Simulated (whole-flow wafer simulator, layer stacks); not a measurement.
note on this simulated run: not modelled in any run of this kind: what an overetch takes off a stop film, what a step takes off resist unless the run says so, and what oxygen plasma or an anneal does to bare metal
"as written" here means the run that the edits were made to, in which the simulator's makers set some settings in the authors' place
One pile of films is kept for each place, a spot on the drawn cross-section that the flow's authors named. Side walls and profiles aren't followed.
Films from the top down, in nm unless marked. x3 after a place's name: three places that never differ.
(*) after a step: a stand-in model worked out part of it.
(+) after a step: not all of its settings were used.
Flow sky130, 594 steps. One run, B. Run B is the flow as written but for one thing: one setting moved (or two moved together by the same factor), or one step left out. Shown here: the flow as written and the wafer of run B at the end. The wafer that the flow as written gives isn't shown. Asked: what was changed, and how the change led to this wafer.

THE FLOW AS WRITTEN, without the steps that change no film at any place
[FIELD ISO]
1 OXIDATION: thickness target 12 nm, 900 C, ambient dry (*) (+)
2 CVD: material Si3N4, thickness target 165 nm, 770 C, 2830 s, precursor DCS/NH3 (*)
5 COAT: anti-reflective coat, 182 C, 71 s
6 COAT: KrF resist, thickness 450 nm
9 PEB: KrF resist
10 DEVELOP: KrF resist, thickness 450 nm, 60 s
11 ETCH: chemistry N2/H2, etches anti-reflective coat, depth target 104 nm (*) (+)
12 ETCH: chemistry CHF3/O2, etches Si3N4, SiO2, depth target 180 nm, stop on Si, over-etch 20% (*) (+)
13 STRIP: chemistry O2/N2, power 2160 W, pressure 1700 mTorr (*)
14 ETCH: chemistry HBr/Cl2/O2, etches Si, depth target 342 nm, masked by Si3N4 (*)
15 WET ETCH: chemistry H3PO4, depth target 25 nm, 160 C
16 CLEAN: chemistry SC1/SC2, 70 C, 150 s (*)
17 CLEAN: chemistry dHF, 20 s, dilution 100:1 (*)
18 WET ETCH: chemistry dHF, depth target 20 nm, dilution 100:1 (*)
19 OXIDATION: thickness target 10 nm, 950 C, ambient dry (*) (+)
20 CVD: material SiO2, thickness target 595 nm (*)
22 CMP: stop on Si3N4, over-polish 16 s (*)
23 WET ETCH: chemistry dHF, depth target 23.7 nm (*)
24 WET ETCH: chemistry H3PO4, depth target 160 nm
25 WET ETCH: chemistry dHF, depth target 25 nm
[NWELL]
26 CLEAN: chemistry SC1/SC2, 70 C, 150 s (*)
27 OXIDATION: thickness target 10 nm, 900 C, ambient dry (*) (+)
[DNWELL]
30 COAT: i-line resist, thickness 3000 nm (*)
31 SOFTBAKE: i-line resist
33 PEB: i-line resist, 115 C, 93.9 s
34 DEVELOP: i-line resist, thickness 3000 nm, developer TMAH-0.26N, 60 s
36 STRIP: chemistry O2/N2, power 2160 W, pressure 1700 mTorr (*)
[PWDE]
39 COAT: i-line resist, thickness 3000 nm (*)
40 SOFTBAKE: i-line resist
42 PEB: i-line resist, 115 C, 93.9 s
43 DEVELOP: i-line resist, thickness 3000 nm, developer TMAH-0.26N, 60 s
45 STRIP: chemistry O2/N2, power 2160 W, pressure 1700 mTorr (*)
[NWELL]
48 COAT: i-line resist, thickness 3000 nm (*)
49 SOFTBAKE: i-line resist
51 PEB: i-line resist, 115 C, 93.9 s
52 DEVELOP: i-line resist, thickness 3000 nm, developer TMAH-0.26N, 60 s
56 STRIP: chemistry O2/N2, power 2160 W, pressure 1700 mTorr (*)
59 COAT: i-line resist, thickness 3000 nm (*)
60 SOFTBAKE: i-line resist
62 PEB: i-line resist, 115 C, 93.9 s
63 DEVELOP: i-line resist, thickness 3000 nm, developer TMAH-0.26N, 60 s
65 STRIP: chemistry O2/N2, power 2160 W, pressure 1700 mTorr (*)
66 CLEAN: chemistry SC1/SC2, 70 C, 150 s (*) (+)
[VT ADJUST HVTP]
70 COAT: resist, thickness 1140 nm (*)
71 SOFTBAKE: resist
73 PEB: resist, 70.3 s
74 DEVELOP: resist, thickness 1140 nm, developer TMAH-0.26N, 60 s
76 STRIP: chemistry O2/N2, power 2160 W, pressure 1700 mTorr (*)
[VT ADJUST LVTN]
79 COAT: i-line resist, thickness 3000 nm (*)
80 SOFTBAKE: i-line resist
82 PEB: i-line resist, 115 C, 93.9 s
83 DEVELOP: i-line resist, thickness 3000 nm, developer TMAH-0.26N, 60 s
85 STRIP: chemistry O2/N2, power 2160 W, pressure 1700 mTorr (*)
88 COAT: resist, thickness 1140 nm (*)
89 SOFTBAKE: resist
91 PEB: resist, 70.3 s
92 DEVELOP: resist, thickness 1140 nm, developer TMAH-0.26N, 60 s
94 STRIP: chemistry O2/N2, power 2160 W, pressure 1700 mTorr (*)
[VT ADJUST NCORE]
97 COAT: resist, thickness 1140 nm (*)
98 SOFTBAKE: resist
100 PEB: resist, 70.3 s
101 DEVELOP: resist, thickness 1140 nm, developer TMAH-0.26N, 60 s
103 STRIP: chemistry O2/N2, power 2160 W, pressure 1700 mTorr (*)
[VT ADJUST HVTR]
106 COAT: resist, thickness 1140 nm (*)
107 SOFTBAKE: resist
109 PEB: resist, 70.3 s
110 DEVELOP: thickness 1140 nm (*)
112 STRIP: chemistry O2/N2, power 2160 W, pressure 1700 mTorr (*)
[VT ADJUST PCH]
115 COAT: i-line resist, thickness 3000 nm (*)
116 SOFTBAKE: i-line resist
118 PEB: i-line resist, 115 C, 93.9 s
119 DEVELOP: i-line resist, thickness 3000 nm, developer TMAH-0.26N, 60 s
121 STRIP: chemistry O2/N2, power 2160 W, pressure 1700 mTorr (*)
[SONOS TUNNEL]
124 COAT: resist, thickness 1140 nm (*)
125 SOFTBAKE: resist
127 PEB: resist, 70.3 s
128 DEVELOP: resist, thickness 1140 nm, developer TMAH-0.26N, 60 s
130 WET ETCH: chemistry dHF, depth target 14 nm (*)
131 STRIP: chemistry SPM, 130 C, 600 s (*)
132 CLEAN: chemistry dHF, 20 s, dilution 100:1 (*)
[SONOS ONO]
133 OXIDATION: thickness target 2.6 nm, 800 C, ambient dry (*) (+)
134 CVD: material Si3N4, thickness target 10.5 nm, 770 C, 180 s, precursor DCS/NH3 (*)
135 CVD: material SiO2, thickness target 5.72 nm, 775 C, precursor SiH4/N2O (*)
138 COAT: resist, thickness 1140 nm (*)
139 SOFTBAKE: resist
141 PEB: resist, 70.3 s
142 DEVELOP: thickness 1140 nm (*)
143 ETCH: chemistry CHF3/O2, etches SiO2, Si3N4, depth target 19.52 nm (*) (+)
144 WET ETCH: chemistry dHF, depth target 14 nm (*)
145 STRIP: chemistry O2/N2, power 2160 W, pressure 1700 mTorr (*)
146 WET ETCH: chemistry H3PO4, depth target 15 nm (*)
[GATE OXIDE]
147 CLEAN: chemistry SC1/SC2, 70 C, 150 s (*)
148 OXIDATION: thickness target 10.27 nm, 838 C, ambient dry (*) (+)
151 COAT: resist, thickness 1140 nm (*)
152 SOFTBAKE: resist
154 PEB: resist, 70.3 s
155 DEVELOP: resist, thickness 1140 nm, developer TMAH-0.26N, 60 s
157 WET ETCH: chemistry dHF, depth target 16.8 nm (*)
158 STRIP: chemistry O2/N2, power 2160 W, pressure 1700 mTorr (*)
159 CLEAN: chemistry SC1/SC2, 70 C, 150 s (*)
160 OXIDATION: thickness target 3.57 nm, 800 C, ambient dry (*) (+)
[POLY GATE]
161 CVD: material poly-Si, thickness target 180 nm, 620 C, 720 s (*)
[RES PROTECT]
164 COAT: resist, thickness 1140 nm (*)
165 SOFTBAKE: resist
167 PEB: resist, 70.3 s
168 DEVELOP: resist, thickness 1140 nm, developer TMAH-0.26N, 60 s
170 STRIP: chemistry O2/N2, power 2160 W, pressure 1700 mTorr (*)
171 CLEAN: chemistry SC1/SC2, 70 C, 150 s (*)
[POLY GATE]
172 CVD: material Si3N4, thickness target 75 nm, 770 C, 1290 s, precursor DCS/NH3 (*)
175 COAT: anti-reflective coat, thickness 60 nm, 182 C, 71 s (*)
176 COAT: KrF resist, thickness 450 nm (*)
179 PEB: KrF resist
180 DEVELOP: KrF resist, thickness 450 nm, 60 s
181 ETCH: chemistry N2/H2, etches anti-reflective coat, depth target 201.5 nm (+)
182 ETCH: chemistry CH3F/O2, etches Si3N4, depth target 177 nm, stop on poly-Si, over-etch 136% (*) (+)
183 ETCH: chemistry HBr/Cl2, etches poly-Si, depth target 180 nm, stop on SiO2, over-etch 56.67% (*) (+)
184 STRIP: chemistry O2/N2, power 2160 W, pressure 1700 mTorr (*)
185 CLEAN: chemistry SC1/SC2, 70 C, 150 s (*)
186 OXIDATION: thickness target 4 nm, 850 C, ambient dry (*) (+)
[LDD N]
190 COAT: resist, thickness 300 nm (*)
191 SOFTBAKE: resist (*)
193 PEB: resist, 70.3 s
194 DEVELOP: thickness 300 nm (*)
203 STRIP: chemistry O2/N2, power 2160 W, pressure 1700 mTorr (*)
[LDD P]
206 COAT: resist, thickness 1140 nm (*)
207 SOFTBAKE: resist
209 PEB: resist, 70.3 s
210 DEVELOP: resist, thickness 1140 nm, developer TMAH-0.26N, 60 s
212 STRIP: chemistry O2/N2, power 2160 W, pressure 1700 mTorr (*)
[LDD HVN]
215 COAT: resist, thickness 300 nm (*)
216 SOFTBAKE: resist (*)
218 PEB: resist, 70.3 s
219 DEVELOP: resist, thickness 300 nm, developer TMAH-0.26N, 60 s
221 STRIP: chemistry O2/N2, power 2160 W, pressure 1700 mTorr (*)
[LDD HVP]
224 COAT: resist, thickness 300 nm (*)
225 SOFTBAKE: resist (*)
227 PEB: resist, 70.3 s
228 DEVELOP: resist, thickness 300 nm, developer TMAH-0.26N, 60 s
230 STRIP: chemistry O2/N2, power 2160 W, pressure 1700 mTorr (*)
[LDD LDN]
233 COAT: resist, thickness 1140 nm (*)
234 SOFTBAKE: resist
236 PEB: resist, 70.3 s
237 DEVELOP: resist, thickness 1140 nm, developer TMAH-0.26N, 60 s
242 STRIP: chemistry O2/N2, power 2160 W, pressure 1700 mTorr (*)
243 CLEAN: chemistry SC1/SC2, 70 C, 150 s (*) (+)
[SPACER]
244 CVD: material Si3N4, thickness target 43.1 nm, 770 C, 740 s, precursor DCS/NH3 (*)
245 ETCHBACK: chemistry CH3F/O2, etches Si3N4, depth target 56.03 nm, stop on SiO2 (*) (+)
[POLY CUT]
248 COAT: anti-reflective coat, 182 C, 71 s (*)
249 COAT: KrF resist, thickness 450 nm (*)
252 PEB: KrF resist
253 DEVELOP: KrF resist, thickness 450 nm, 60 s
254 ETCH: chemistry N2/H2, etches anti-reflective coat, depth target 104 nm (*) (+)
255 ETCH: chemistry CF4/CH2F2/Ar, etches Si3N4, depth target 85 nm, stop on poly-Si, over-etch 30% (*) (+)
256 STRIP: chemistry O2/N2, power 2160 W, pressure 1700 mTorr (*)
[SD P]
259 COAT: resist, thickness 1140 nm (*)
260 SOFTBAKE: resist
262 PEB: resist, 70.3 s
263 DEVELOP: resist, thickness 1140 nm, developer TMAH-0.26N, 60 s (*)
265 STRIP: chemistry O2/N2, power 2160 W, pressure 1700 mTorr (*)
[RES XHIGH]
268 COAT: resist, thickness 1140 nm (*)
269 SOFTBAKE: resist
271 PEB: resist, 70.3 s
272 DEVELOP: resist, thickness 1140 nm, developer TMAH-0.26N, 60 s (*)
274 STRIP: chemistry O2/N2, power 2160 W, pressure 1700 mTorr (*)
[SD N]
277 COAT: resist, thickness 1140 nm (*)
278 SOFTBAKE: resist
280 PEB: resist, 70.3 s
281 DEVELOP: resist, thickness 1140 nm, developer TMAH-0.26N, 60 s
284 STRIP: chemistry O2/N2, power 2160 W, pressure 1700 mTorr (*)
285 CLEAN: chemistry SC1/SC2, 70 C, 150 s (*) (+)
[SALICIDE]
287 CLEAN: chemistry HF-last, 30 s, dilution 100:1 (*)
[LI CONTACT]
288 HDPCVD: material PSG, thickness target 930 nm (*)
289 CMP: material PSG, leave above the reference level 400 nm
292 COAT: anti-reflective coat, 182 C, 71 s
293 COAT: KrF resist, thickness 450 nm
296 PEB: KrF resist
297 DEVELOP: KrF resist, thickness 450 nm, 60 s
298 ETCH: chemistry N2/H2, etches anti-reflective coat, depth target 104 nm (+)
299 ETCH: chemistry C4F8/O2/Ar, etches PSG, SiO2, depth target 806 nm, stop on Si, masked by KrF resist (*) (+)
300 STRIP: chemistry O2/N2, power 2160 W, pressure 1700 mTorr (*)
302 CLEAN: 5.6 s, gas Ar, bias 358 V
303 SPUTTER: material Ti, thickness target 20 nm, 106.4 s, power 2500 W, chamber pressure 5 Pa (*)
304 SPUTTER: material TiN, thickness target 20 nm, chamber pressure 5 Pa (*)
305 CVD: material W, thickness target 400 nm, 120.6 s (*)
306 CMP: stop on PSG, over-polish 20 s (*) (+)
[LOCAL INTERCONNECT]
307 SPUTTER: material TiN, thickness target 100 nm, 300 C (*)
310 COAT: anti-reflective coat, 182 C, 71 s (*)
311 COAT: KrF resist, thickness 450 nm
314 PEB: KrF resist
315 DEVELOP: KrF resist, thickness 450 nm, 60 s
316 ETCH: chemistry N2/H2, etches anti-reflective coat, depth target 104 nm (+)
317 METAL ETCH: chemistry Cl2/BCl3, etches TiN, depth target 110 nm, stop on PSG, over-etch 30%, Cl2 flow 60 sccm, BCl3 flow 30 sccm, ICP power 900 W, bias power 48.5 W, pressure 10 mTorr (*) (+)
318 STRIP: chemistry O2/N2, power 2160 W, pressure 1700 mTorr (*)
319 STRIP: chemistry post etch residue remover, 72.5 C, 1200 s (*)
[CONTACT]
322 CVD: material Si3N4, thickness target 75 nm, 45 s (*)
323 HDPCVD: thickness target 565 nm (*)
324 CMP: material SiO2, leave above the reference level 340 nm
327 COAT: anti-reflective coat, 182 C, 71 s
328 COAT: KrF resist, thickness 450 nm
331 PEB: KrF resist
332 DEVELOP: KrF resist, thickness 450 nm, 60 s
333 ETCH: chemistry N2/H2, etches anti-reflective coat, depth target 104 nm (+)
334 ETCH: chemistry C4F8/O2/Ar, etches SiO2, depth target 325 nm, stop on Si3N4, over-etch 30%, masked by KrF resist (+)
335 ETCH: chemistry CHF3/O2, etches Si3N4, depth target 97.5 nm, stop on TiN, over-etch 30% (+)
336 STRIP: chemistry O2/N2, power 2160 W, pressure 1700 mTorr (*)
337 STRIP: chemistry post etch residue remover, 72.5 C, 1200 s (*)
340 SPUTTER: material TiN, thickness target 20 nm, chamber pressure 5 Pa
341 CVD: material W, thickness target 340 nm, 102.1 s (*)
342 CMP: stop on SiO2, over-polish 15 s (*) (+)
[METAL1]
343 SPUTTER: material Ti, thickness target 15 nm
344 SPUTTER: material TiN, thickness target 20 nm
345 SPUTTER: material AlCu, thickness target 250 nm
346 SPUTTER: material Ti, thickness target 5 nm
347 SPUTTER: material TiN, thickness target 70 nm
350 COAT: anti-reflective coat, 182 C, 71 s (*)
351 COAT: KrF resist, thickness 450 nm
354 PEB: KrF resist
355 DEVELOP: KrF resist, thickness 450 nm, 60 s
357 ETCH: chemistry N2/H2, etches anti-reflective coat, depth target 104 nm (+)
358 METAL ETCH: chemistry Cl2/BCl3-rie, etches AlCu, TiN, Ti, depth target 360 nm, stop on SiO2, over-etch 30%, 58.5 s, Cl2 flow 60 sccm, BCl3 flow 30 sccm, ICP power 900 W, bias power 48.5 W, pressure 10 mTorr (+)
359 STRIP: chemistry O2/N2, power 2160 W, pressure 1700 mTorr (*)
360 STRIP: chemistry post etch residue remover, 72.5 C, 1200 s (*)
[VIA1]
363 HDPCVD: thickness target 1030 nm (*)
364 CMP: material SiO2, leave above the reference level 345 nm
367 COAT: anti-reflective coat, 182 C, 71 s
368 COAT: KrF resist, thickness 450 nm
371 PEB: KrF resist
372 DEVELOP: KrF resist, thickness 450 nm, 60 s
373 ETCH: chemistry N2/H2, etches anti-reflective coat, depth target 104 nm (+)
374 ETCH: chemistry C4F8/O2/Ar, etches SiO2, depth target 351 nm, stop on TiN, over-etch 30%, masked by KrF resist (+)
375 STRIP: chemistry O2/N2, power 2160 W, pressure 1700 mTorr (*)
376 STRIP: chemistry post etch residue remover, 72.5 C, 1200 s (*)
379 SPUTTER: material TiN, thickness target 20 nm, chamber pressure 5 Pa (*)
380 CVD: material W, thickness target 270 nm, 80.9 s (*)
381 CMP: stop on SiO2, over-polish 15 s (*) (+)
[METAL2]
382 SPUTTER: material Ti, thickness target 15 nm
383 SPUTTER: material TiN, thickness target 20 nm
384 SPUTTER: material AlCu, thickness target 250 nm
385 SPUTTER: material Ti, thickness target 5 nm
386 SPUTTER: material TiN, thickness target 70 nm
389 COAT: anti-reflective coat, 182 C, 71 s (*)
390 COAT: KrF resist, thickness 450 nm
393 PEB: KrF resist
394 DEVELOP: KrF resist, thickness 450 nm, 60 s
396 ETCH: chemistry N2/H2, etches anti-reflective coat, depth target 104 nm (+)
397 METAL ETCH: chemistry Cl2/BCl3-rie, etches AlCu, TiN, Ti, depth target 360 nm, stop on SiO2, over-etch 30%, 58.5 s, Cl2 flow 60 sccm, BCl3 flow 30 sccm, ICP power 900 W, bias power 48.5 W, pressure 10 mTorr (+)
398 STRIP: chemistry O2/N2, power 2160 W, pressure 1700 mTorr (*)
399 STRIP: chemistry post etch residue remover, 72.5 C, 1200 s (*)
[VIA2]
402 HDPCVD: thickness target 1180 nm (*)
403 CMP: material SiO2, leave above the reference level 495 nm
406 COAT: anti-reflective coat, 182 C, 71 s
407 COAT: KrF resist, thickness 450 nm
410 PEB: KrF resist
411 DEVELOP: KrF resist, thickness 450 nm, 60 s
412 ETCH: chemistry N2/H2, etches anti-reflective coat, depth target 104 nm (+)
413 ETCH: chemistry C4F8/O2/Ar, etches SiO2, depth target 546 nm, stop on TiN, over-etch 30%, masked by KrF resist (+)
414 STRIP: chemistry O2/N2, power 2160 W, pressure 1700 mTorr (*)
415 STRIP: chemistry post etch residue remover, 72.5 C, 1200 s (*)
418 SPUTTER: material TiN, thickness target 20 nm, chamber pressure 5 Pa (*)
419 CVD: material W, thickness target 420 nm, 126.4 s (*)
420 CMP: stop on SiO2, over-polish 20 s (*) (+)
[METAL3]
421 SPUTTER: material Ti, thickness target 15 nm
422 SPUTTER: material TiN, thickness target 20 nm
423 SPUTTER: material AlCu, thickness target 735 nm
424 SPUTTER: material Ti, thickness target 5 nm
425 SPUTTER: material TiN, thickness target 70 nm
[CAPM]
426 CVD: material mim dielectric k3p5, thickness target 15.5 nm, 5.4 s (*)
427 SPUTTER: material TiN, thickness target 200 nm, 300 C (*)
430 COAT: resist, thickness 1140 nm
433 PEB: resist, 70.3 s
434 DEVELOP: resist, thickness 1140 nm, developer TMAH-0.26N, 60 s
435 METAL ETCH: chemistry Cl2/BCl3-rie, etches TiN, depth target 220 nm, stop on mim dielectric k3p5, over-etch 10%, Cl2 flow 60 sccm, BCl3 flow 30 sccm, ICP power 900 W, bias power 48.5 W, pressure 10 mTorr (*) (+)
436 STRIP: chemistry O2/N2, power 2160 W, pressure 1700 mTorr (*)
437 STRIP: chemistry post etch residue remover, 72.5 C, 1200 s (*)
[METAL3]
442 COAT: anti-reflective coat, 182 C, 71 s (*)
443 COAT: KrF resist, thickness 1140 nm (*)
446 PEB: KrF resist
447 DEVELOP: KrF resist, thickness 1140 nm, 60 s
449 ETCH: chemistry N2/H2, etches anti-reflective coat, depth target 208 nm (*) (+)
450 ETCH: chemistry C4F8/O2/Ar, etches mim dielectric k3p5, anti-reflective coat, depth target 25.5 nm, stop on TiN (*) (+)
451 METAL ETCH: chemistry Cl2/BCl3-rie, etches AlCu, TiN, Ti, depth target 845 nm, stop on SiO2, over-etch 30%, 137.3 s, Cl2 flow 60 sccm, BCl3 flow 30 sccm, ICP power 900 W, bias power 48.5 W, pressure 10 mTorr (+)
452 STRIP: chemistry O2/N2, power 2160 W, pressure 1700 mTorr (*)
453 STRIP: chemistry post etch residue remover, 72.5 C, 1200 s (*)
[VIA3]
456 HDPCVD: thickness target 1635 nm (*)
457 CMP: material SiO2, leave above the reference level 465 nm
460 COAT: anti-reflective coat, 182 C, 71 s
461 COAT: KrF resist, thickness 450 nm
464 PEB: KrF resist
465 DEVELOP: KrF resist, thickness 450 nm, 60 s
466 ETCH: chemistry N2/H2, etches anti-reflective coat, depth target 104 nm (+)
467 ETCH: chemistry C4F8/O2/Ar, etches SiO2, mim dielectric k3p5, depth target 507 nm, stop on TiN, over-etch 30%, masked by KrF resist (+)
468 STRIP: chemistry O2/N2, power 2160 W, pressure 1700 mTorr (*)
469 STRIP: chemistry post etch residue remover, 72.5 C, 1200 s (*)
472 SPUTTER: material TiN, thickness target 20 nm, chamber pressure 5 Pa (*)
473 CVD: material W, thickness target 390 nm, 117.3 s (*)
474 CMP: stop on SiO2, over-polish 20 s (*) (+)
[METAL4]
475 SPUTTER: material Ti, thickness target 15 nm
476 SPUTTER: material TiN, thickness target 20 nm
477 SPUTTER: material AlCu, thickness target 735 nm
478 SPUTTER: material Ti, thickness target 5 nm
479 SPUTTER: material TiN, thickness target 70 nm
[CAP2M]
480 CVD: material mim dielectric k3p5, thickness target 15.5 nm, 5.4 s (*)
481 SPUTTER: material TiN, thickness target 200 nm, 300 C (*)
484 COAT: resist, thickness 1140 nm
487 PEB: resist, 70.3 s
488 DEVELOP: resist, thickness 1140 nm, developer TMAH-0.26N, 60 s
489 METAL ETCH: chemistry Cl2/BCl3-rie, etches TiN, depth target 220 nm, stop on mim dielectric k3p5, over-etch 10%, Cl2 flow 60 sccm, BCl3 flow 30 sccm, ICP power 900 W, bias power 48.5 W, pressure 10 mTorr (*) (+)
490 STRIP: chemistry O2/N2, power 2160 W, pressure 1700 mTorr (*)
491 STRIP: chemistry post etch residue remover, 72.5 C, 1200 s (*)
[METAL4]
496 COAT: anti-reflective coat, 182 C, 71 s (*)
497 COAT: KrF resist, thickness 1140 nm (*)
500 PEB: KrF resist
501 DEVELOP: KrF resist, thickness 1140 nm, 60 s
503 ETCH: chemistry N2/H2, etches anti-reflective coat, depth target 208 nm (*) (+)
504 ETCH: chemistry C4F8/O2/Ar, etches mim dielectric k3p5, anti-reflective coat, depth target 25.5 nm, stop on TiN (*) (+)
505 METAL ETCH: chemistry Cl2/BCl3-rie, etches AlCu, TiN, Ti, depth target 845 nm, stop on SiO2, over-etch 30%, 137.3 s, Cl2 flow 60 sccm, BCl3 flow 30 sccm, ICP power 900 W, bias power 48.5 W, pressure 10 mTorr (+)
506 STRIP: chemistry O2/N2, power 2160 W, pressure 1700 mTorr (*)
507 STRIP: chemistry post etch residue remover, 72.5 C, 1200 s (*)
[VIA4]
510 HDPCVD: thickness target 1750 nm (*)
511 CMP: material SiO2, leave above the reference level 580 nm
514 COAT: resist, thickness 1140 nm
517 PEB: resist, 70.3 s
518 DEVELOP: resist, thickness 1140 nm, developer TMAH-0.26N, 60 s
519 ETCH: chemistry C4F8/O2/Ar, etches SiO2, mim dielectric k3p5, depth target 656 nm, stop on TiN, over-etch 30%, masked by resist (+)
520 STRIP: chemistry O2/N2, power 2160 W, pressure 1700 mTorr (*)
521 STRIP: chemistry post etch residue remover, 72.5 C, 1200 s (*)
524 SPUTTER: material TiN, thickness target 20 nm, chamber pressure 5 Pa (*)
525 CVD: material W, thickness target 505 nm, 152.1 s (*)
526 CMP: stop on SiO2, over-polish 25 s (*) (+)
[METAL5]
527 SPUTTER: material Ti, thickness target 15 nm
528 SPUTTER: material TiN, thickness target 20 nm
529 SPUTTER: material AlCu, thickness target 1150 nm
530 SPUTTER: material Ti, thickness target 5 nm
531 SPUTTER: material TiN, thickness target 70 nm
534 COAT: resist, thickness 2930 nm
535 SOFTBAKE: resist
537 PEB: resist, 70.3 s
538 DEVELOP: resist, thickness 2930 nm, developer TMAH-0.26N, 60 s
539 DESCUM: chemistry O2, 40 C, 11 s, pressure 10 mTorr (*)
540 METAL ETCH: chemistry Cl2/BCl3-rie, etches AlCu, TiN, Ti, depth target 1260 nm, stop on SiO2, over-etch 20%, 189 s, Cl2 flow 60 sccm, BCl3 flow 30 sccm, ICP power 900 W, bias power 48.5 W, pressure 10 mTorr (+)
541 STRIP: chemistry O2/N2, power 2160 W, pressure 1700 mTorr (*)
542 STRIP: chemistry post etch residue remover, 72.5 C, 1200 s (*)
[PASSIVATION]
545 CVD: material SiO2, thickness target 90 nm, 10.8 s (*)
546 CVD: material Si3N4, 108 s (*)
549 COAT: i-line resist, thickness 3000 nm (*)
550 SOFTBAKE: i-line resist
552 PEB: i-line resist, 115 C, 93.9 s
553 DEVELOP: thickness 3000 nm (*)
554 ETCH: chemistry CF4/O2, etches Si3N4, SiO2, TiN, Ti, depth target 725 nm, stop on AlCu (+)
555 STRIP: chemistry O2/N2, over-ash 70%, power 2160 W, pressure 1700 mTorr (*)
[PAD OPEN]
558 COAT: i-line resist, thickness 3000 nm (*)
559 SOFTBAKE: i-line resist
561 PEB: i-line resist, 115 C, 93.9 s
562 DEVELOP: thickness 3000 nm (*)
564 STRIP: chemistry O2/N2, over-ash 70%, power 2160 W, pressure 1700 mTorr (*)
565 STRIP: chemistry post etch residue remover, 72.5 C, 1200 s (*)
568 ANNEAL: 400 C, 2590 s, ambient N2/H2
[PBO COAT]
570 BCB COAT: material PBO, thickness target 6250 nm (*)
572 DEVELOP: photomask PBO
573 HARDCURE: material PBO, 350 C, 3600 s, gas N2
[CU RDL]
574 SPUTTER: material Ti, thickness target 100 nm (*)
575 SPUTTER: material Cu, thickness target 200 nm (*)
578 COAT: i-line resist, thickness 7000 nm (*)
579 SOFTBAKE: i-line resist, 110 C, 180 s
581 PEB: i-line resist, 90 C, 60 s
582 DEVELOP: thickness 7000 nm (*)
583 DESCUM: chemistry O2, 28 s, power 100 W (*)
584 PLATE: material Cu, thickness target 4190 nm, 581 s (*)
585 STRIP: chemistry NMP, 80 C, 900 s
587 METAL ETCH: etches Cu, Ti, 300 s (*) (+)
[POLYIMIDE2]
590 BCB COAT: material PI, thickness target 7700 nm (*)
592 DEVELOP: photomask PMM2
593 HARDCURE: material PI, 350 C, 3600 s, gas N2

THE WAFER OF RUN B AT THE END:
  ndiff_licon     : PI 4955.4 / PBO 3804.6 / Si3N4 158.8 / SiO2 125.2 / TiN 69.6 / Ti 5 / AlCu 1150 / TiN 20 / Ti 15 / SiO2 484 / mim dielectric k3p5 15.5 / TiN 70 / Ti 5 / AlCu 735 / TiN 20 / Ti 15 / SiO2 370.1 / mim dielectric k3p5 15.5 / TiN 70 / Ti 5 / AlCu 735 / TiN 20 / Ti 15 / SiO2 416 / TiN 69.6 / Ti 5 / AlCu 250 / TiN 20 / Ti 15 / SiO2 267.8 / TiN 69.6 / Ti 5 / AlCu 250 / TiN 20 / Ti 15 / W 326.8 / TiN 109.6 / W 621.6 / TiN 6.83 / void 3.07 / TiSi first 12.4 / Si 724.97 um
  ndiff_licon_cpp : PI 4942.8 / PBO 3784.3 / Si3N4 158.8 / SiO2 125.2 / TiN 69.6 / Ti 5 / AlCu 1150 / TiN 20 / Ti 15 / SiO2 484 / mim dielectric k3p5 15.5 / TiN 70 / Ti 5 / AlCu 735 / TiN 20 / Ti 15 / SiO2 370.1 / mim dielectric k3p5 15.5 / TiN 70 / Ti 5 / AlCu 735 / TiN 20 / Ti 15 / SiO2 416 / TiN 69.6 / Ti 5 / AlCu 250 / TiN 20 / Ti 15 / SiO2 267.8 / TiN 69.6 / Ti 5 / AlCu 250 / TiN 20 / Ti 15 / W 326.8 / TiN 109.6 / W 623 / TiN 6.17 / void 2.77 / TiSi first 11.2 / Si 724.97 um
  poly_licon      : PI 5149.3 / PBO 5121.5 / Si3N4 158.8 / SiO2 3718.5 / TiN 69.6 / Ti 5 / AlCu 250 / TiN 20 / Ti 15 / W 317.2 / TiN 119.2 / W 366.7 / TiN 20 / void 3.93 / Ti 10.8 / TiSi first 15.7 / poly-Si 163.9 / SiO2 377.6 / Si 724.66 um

The cause: step 568, ANNEAL: 440 C was run, where the flow has 400 C.

How the change led to this, step by step:
  568 ANNEAL: 400 C, 2590 s, ambient N2/H2
      ndiff_licon: under 37 films: void +3.07 (new film), TiSi first +12.4 (new film), Ti -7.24 (all of it), Si -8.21 (as written it would be: under 37 films: void +1.63 (new film), Ti -3.85, TiSi first +6.58 (new film), Si -4.36)
      ndiff_licon_cpp: under 37 films: void +2.77 (new film), TiSi first +11.2 (new film), Ti -6.53 (all of it), Si -7.41 (as written it would be: under 37 films: void +1.63 (new film), Ti -3.85, TiSi first +6.58 (new film), Si -4.36)
      (and at 2 more places)
Counting metal films that touch as one body, ndiff_licon has 5 bodies (between them, from the top down: SiO2 484 / mim dielectric k3p5 15.5; SiO2 370.1 / mim dielectric k3p5 15.5; SiO2 416; SiO2 267.8); the flow as written gives 6 bodies (between them, from the top down: SiO2 484 / mim dielectric k3p5 15.5; SiO2 370.1 / mim dielectric k3p5 15.5; SiO2 416; SiO2 267.8; void 1.78).
Counting metal films that touch as one body, ndiff_licon_cpp has 5 bodies (between them, from the top down: SiO2 484 / mim dielectric k3p5 15.5; SiO2 370.1 / mim dielectric k3p5 15.5; SiO2 416; SiO2 267.8); the flow as written gives 6 bodies (between them, from the top down: SiO2 484 / mim dielectric k3p5 15.5; SiO2 370.1 / mim dielectric k3p5 15.5; SiO2 416; SiO2 267.8; void 1.78).
